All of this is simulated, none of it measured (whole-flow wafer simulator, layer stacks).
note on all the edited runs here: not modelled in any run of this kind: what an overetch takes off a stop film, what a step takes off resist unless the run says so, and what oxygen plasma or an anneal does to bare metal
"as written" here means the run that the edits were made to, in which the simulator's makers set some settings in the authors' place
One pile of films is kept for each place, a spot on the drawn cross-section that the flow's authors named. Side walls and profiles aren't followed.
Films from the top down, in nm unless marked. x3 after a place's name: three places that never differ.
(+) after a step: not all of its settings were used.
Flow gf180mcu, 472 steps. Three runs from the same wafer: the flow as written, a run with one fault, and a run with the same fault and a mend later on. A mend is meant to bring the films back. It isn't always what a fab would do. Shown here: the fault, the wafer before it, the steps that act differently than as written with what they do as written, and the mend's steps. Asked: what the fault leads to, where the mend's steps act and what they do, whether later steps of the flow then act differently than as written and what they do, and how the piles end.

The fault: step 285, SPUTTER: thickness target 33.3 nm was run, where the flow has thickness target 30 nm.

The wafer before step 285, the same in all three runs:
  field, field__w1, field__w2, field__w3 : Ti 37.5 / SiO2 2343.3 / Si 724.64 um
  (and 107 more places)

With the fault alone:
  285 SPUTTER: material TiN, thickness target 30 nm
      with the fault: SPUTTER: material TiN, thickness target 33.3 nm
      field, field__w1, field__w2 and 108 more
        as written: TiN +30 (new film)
        with the fault: TiN +33.3 (new film)
  Later steps of the flow that act differently than as written (1 more step differs only slightly, by at most 2% or 0.5 nm, whichever is larger, and isn't shown):
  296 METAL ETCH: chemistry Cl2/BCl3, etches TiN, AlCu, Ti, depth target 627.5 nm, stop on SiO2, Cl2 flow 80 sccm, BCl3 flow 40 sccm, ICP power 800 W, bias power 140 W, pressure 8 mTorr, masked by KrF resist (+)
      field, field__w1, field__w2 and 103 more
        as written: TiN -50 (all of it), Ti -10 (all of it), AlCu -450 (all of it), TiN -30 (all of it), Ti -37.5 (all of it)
        with the fault: TiN -50 (all of it), Ti -10 (all of it), AlCu -450 (all of it), TiN -33.3 (all of it), Ti -37.5 (all of it)
  At the end the piles differ from the flow's by more than 2% or 0.5 nm, whichever is larger, at field__w8, contact, m1, m1__w1, m1_nw.
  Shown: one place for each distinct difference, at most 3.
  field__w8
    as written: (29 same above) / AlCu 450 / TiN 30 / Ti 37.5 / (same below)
    with the fault: (29 same above) / AlCu 450 / TiN 33.3 / Ti 37.5 / (same below)
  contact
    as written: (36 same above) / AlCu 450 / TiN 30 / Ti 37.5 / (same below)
    with the fault: (36 same above) / AlCu 450 / TiN 33.3 / Ti 37.5 / (same below)

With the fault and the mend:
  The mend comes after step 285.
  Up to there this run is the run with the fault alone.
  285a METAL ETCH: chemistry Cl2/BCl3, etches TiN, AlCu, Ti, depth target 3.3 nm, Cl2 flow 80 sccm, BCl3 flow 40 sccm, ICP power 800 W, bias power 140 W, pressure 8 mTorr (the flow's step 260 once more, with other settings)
      field, field__w1, field__w2 and 108 more
        TiN -3.3
  No later step of the flow acts differently than as written at any place that is followed.
  At the end the piles are the same as the flow's at every place that both follow.
